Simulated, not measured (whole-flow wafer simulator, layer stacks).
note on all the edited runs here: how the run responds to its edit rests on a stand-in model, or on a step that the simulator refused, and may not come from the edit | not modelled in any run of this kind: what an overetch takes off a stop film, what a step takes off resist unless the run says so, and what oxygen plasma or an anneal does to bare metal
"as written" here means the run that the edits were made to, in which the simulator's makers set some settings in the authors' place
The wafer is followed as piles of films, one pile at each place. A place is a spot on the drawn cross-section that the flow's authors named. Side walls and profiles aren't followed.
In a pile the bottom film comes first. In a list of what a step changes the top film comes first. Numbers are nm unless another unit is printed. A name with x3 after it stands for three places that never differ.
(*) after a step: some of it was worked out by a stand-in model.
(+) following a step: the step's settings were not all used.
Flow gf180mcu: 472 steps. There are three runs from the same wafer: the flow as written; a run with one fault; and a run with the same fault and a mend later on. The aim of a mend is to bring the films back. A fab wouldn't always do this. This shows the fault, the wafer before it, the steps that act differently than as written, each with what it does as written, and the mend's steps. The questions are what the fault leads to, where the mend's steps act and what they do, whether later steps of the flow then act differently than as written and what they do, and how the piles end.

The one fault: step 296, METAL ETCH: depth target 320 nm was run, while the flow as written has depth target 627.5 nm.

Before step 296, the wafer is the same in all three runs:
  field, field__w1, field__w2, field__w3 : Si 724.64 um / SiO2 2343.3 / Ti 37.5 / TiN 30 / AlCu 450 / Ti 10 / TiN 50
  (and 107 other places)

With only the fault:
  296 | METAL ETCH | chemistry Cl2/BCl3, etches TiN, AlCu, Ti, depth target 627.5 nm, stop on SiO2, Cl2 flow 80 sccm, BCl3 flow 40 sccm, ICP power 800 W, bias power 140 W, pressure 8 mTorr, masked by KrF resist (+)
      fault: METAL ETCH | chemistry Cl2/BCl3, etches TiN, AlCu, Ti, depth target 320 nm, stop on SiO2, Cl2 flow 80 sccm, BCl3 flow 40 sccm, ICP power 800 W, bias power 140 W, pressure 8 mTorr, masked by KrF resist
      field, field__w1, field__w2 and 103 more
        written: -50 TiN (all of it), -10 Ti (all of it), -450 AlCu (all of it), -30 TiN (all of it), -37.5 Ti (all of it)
        fault: -50 TiN (all of it), -10 Ti (all of it), -260 AlCu
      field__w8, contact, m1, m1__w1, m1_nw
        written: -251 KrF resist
        fault: -128 KrF resist
  Later steps of the flow acting differently than as written:
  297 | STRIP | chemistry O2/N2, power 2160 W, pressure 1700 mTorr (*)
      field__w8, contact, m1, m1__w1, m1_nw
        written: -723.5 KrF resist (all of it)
        fault: -846.5 KrF resist (all of it)
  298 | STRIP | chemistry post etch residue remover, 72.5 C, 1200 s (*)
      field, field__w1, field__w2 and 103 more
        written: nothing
        fault: -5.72 AlCu
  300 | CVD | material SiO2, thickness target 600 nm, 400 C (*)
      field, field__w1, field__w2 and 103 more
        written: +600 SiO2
        fault: +600 SiO2 (new film)
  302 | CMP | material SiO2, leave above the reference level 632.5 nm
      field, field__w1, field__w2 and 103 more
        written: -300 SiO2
        fault: -551.8 SiO2
  The piles end different from the flow's at field, field__w1, field__w2 and 104 more by more than 2% or 0.5 nm, whichever is larger.
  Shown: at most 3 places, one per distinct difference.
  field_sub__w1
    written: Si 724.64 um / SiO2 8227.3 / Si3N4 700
    fault: Si 724.64 um / SiO2 2343.2 / Ti 37.5 / TiN 30 / AlCu 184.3 / SiO2 5632.2 / Si3N4 700
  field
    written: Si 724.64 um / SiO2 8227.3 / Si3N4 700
    fault: Si 724.64 um / SiO2 2343.3 / Ti 37.5 / TiN 30 / AlCu 184.3 / SiO2 5632.2 / Si3N4 700
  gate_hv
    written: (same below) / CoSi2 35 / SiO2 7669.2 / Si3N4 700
    fault: (same below) / CoSi2 35 / SiO2 1785.1 / Ti 37.5 / TiN 30 / AlCu 184.3 / SiO2 5632.2 / Si3N4 700

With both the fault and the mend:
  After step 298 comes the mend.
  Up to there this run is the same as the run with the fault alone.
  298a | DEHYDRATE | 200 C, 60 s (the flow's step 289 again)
      does not change any film at any place that is followed
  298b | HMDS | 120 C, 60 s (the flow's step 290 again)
      does not change any film at any place that is followed
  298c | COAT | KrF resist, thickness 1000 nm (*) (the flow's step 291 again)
      iso_ptap_pw, iso_ntap_nw, iso_nw_fld and 33 more
        +1000 KrF resist (new film)
      field__w6, field_sub__w2, field_sub__w4 and 11 more
        +1002 KrF resist (new film)
      field__w5, field__w9, field__w10 and 9 more
        +1002.1 KrF resist (new film)
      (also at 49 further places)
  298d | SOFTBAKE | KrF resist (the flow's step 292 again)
      does not change any film at any place that is followed
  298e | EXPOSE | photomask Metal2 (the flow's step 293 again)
      does not change any film at any place that is followed
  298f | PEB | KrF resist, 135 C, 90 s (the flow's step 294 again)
      field__w1, field__w2, field__w3 and 58 more
        -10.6 KrF resist
      iso_ptap_pw, iso_ntap_nw, iso_nw_fld and 33 more
        -10.5 KrF resist
      sd_p, gate_p, nw_sep_fld, polyc_n
        -10.7 KrF resist
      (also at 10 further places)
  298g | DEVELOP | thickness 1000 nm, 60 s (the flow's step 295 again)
      iso_ptap_pw, iso_ntap_nw, iso_nw_fld and 33 more
        -989.5 KrF resist (all of it)
      field__w5, field__w9, field_sub and 15 more
        -991.6 KrF resist (all of it)
      field__w6, field__w10, field_sub__w2 and 14 more
        -991.5 KrF resist (all of it)
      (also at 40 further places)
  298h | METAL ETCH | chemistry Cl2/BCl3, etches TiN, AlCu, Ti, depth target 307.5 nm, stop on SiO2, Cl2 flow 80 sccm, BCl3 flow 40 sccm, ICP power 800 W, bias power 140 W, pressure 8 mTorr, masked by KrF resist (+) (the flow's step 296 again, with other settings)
      field, field__w1, field__w2 and 103 more
        -184.3 AlCu (all of it), -30 TiN (all of it), -37.5 Ti (all of it)
      field__w8, contact, m1, m1__w1, m1_nw
        -123 KrF resist
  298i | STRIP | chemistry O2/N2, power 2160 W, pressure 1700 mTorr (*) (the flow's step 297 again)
      field__w8, m1
        -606 KrF resist (all of it)
      contact
        -604.2 KrF resist (all of it)
      m1__w1
        -614.2 KrF resist (all of it)
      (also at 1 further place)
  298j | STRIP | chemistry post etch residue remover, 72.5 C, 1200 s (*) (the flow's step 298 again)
      field__w8, contact, m1, m1__w1, m1_nw
        -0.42 TiN
  Later steps of the flow that are run all act as written at every place that is followed, up to a difference of at most 2% or 0.5 nm, whichever is larger.
  At the end the piles are close to the flow's at the places that both follow, differing by at most 2% or 0.5 nm, whichever is larger.
